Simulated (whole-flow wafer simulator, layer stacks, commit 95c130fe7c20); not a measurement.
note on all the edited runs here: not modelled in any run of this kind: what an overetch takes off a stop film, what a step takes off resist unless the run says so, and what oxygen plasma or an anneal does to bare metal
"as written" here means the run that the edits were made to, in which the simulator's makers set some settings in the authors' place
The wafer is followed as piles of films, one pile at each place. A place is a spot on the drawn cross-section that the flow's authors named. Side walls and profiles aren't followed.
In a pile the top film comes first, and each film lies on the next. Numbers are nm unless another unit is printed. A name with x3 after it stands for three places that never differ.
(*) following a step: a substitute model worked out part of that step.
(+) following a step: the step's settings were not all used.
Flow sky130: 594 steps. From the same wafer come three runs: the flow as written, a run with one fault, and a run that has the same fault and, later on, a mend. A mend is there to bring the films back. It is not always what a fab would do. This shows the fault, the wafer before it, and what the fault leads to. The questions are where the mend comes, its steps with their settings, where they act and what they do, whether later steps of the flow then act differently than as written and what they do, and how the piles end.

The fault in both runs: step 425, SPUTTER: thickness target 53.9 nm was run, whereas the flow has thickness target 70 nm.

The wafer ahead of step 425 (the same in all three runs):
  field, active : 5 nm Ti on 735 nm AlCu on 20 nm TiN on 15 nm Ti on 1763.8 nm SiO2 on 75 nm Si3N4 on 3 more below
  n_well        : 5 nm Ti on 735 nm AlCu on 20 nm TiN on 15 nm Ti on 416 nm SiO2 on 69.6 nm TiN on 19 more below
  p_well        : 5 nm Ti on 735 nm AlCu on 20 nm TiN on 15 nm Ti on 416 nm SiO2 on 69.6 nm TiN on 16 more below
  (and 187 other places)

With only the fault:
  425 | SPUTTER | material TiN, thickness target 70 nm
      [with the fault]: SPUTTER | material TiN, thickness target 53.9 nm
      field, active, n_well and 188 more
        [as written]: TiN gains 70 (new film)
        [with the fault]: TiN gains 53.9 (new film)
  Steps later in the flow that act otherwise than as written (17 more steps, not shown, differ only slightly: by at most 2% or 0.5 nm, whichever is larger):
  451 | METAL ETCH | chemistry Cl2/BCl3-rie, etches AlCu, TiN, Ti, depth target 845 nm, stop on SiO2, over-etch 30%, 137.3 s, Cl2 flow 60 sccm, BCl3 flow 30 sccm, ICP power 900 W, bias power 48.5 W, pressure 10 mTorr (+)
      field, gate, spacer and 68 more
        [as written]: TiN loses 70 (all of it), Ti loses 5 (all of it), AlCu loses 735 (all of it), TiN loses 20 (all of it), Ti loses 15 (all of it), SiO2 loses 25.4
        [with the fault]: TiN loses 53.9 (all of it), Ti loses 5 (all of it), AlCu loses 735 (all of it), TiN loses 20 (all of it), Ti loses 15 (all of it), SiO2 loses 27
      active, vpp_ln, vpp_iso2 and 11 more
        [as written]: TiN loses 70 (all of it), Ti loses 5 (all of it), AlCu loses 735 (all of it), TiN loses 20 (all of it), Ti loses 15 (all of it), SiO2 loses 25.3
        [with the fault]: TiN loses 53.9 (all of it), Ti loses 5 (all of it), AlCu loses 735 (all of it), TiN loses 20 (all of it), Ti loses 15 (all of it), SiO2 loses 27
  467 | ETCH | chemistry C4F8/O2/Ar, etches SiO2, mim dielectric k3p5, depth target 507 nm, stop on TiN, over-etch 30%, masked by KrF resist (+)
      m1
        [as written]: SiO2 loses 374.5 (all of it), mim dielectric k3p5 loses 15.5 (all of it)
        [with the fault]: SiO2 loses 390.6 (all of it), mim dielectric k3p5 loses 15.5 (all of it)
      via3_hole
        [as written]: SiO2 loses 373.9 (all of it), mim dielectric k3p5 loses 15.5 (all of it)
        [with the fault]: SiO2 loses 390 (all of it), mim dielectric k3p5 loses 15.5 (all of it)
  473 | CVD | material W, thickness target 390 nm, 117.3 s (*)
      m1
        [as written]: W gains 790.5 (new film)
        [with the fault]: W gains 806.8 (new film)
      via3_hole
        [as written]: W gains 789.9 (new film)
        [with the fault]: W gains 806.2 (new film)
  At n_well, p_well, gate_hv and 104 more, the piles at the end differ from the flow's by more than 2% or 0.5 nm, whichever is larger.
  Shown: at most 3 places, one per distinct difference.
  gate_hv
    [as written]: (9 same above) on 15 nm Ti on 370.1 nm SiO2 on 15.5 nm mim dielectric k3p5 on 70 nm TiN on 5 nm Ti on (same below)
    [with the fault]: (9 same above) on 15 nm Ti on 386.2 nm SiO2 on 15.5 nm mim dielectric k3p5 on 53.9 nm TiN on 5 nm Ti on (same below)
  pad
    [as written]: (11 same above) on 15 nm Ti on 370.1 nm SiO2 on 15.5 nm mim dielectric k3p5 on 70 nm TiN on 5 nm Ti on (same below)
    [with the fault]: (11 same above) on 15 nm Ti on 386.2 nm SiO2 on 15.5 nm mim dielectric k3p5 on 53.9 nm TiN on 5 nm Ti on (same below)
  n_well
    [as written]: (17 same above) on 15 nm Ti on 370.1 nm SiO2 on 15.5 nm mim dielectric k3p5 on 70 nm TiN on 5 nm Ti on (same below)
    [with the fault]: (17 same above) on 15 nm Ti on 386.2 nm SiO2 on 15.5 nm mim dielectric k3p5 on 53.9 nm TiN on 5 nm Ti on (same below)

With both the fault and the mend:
  After step 425 comes the mend.
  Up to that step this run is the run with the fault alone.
  425a | SPUTTER | material TiN, thickness target 16.1 nm (the flow's step 425 again, with other settings)
      field, active, n_well and 188 more
        TiN gains 16.1
  None of the later steps of the flow acts differently than as written at any place that is followed.
  At every place that both follow, the piles at the end match the flow's.
